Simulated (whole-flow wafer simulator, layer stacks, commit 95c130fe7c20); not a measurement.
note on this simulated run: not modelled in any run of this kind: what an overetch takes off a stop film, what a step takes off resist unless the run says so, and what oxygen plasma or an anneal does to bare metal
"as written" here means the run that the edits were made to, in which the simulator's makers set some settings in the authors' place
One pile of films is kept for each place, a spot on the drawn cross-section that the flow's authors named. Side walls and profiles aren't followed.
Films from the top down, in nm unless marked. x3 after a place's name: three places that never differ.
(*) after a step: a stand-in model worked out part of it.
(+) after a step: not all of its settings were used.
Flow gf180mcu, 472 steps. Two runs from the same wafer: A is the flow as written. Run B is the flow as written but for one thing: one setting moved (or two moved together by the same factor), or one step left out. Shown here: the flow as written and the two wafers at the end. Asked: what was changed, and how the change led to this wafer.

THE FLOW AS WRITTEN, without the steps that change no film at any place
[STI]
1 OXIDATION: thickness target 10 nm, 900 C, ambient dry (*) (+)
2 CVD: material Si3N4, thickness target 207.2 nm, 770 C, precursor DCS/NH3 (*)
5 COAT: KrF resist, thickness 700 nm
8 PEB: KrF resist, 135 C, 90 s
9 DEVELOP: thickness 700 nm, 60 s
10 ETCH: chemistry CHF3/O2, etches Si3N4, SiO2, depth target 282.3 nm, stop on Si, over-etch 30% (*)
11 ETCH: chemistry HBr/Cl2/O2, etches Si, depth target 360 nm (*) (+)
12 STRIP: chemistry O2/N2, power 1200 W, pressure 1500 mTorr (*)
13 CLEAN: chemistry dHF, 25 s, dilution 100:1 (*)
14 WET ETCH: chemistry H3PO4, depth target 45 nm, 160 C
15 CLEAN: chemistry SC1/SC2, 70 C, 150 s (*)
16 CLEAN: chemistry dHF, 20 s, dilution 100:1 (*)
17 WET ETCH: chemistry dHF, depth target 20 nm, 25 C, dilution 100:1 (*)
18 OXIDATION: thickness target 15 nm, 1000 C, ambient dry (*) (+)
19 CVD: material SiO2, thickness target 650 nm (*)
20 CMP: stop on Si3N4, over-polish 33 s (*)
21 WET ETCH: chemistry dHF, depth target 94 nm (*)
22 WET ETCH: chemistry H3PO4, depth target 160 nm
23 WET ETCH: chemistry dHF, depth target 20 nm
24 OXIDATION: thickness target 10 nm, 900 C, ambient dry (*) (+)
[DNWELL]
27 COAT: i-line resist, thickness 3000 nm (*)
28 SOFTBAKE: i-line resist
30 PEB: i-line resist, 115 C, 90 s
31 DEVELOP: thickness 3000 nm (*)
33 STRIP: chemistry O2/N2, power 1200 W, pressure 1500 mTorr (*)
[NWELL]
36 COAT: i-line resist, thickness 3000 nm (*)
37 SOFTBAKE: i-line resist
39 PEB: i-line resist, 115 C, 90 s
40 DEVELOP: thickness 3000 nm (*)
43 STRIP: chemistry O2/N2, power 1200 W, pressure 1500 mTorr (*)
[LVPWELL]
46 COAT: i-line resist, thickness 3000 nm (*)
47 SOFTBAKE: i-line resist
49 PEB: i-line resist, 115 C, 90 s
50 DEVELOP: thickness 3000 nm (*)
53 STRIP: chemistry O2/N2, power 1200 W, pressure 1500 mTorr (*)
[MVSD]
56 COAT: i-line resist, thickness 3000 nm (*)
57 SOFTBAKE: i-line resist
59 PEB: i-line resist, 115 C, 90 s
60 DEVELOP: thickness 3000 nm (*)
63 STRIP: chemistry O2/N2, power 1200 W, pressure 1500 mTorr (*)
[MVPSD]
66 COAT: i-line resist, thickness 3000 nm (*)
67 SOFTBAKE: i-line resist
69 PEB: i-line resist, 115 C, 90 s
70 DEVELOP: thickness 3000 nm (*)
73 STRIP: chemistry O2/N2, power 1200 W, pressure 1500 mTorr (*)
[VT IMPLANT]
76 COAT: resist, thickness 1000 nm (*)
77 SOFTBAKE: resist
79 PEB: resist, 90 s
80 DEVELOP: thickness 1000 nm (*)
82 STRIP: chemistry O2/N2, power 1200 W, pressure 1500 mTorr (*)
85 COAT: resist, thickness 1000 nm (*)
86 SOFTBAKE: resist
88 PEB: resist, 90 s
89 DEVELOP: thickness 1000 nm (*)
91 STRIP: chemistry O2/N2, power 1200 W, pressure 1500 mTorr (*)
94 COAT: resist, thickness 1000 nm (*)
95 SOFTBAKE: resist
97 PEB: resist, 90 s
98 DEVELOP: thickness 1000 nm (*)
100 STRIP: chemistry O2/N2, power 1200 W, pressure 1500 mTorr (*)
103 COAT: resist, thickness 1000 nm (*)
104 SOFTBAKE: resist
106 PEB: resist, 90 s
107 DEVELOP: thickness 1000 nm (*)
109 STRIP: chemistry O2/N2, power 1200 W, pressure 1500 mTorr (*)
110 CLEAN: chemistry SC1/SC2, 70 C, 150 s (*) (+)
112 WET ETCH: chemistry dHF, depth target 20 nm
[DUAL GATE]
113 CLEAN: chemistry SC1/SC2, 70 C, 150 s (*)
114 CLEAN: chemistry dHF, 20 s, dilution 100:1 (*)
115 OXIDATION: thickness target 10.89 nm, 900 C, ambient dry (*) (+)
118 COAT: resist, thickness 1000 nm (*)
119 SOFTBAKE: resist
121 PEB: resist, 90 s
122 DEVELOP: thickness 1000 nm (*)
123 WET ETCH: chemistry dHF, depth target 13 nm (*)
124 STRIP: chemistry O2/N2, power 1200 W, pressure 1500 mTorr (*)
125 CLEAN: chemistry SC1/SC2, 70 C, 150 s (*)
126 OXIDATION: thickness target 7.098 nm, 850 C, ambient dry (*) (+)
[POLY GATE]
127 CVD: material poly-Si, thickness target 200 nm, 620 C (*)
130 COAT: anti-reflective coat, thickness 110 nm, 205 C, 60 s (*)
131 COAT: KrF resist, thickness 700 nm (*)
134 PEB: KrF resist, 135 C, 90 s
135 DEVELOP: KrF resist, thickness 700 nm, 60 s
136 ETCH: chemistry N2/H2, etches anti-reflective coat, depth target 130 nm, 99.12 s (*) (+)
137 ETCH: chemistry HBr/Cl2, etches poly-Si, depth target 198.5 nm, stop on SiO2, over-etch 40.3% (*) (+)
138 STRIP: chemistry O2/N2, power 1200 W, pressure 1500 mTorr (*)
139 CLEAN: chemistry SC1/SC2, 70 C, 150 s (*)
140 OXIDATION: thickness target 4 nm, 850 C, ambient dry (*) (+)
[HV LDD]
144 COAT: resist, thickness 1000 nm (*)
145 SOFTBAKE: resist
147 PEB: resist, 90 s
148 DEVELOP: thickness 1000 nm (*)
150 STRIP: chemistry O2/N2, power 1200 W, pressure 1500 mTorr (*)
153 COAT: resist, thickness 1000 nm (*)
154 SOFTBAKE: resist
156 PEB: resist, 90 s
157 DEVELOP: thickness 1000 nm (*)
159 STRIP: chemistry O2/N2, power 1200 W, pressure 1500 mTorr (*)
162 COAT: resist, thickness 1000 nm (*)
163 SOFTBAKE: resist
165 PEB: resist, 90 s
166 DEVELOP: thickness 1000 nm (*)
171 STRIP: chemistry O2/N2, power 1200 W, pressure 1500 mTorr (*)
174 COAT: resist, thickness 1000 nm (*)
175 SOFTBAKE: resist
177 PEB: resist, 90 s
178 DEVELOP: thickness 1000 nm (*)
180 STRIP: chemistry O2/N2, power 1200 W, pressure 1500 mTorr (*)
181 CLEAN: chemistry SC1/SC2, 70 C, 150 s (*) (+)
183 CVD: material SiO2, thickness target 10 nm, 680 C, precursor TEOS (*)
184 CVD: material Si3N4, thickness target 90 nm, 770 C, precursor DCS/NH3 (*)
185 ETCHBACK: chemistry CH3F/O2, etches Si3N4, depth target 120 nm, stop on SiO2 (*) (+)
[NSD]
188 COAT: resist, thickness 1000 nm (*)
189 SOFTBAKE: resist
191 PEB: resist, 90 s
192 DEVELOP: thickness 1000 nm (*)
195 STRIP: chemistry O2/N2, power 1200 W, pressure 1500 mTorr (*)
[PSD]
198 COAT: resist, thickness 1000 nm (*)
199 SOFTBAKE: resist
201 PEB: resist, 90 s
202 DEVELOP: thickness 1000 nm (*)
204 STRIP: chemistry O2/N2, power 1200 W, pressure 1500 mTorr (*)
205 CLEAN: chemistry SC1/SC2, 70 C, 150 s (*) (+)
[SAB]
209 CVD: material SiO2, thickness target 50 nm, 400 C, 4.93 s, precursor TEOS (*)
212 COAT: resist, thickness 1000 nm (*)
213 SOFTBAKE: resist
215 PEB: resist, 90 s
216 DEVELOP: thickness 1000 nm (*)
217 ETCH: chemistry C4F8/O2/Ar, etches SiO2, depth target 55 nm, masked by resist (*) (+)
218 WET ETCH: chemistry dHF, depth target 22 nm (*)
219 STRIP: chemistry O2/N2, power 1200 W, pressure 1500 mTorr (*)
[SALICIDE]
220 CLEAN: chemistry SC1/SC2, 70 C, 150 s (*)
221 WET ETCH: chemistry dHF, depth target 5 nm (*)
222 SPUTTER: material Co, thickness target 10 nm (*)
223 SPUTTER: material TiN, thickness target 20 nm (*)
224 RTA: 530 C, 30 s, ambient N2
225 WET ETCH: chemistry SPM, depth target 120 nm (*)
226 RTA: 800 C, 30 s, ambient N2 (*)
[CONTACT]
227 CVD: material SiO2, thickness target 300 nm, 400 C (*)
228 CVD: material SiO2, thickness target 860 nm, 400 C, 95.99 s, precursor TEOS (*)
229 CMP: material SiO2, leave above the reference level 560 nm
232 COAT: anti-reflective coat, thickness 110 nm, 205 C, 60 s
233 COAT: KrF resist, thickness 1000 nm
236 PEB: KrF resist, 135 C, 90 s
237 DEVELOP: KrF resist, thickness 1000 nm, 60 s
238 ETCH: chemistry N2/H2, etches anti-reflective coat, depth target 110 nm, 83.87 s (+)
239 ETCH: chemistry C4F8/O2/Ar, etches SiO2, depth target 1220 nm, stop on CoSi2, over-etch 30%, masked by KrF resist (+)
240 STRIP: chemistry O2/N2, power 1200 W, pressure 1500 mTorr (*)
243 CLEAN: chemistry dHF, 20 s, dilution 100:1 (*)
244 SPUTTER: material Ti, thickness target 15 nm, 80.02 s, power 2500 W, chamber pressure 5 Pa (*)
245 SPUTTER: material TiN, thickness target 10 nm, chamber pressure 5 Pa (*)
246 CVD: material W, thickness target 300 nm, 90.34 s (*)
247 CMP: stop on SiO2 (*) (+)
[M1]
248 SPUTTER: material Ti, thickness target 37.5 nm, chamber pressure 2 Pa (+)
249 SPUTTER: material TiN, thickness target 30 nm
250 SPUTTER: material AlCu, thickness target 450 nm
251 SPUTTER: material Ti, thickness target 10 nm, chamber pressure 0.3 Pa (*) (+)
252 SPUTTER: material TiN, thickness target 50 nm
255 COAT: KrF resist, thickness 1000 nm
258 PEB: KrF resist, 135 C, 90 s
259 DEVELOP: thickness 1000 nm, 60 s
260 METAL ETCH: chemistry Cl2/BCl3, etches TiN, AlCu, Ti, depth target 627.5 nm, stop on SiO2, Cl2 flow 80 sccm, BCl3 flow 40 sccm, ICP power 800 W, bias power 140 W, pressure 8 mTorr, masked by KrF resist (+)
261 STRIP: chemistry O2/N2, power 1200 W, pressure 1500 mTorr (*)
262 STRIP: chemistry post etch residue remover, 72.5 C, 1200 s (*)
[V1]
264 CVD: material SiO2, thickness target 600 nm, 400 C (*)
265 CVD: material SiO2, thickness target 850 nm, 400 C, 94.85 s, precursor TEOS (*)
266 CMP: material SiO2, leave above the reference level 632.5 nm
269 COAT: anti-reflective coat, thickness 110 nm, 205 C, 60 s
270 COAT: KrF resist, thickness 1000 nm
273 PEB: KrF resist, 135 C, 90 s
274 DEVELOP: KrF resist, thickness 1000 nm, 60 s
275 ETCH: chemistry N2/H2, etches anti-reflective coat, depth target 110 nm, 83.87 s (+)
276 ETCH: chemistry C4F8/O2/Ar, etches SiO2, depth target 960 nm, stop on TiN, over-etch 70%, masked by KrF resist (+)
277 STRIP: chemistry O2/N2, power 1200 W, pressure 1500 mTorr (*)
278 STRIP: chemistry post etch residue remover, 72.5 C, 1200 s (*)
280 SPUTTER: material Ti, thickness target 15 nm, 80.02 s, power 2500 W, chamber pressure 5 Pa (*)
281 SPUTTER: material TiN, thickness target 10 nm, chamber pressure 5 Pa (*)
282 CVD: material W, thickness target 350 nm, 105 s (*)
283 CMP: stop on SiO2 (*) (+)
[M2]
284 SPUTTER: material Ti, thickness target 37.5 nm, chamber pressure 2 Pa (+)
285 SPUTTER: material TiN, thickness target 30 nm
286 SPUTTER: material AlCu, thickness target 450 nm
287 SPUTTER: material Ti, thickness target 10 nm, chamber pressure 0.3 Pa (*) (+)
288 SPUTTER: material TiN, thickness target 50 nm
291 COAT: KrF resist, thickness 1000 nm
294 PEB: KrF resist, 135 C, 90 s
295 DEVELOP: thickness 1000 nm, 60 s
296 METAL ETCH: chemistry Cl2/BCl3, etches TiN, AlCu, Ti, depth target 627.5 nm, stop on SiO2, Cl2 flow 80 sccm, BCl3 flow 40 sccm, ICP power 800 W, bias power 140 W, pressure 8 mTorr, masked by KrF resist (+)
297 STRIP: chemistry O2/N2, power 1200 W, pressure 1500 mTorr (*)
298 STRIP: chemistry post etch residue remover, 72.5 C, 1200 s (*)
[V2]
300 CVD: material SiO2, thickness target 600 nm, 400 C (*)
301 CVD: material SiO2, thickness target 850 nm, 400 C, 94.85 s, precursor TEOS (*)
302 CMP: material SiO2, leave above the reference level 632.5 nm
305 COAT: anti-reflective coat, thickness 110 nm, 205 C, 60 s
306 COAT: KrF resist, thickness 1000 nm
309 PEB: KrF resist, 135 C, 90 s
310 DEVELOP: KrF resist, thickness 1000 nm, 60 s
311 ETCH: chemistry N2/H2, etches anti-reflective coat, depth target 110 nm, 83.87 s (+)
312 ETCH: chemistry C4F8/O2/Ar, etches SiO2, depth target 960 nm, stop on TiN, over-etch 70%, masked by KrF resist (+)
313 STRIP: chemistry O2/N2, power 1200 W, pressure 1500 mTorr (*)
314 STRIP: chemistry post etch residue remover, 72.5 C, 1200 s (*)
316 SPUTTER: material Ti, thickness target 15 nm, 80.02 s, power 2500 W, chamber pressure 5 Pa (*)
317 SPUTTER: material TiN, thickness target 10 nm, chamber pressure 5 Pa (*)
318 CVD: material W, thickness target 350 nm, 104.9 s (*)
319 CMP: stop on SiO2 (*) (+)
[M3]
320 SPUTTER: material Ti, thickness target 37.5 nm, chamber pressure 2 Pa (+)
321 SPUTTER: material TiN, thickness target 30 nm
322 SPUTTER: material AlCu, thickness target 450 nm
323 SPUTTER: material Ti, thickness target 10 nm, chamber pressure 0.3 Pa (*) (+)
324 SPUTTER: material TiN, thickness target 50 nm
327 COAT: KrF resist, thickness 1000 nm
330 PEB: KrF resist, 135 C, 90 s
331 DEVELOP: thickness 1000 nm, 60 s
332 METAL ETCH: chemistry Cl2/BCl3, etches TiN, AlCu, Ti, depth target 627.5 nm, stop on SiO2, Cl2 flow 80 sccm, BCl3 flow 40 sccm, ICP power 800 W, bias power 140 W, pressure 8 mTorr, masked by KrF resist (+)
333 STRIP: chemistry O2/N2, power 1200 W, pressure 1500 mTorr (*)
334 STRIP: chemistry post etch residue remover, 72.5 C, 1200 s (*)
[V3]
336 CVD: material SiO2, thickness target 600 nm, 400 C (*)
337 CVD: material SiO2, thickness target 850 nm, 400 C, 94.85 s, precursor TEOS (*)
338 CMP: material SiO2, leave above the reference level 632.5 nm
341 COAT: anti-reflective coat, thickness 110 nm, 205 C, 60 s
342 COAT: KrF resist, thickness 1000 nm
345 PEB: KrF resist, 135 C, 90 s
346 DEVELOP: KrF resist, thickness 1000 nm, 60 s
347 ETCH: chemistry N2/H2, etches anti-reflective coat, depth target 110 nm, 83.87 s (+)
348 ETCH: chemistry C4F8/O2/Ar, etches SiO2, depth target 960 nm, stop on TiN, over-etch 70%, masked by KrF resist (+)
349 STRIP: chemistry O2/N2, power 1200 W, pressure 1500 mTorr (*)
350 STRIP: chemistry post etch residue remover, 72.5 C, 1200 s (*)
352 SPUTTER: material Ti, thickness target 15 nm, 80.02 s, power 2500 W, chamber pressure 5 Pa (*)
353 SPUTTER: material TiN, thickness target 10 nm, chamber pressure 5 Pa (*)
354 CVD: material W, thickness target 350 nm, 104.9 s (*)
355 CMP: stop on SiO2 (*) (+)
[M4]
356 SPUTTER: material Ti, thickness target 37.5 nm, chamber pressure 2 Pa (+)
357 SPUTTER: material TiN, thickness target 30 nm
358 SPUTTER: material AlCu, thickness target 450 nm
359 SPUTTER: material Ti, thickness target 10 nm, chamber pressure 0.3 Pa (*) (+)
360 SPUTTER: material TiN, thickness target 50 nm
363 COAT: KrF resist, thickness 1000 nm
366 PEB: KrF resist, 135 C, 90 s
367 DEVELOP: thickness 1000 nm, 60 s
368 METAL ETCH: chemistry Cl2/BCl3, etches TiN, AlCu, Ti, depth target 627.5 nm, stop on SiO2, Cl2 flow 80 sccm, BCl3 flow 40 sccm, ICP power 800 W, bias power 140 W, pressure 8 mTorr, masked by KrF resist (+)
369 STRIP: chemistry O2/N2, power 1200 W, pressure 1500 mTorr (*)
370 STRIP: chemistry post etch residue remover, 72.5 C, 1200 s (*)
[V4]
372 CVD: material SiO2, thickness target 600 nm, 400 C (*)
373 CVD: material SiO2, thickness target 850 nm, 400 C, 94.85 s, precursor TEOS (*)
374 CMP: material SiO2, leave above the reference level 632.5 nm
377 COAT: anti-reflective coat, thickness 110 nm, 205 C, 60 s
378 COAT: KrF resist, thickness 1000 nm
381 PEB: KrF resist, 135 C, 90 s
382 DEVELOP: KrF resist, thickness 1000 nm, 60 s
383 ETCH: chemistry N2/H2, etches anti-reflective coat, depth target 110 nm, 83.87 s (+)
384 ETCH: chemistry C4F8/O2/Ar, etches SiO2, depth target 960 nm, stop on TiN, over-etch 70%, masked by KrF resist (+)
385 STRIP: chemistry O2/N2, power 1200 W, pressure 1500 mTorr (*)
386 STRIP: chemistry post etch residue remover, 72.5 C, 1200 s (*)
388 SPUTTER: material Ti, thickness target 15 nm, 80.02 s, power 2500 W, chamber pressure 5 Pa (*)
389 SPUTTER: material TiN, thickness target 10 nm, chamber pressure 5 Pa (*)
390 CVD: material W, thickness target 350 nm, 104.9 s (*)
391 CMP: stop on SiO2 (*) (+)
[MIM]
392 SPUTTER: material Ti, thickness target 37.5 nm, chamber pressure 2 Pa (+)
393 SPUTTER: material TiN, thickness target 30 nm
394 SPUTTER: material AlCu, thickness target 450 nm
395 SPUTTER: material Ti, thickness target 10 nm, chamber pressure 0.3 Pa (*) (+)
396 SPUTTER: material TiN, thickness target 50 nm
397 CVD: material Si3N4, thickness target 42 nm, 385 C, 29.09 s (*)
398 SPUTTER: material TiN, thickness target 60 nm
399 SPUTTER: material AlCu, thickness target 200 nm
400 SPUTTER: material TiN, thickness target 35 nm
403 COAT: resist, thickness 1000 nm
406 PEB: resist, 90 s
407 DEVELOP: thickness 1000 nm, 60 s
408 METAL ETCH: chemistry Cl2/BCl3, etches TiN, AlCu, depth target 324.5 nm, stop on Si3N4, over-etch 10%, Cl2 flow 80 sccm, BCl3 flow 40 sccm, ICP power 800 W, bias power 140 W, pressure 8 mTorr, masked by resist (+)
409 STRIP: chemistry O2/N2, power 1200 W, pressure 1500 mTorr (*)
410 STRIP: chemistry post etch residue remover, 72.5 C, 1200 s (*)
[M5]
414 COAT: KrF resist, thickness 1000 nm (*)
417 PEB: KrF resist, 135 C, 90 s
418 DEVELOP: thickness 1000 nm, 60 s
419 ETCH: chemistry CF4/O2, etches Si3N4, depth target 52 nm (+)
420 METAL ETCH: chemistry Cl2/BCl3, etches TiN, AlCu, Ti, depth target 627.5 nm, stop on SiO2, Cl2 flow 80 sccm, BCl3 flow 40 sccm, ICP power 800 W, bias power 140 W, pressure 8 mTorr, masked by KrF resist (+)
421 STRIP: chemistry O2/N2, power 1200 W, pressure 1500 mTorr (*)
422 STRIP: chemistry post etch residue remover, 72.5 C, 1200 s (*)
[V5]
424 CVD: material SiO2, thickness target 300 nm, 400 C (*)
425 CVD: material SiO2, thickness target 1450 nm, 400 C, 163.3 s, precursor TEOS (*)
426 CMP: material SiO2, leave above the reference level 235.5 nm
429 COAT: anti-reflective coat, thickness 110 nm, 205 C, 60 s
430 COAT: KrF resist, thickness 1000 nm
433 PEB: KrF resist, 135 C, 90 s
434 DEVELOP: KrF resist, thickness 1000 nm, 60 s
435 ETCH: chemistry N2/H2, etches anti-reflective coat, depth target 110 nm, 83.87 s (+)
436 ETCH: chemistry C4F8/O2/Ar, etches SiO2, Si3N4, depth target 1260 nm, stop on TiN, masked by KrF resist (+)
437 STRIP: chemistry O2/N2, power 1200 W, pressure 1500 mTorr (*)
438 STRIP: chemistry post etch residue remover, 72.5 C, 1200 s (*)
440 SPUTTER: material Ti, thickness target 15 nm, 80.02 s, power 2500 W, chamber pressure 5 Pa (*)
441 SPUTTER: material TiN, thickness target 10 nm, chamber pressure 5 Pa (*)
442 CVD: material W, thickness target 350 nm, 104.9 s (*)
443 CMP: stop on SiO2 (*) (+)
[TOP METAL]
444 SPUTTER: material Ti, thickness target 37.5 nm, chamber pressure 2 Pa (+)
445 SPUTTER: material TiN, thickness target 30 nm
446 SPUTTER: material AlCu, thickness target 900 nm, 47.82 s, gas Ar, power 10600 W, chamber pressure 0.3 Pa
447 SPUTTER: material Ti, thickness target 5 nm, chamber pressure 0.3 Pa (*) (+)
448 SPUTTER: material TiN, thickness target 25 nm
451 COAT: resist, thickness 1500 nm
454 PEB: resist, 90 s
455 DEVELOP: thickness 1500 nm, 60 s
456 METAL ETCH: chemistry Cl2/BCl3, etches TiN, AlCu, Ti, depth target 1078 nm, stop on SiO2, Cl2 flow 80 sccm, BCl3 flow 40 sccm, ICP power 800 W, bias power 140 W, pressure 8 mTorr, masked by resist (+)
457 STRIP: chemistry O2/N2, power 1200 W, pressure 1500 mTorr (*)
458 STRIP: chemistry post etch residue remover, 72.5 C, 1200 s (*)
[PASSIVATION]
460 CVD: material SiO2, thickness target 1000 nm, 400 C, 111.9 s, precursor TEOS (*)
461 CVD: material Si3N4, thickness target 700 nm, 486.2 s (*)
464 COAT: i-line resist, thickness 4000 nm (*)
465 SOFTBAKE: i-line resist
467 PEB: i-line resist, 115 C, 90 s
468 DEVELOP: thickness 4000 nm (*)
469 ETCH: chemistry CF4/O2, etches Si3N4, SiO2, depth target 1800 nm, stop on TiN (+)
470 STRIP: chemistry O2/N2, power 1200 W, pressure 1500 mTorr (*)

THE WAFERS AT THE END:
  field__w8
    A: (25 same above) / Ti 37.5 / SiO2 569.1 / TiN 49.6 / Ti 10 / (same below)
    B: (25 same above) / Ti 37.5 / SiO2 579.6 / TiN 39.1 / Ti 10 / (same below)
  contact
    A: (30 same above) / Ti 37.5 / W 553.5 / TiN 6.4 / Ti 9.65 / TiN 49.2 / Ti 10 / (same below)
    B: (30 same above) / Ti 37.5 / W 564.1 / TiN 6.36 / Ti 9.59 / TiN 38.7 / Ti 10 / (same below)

The cause: step 288, SPUTTER: thickness target 39.5 nm was run, where the flow has thickness target 50 nm.

How the change led to this, step by step:
  288 SPUTTER: material TiN, thickness target 50 nm
      field, field__w1, field__w2 and 108 more: A TiN +50 (new film) | B TiN +39.5 (new film)
  296 METAL ETCH: chemistry Cl2/BCl3, etches TiN, AlCu, Ti, depth target 627.5 nm, stop on SiO2, Cl2 flow 80 sccm, BCl3 flow 40 sccm, ICP power 800 W, bias power 140 W, pressure 8 mTorr, masked by KrF resist (+)
      field, field__w1, field__w2 and 103 more: A TiN -50 (all of it), Ti -10 (all of it), AlCu -450 (all of it), TiN -30 (all of it), Ti -37.5 (all of it) | B TiN -39.5 (all of it), Ti -10 (all of it), AlCu -450 (all of it), TiN -30 (all of it), Ti -37.5 (all of it)
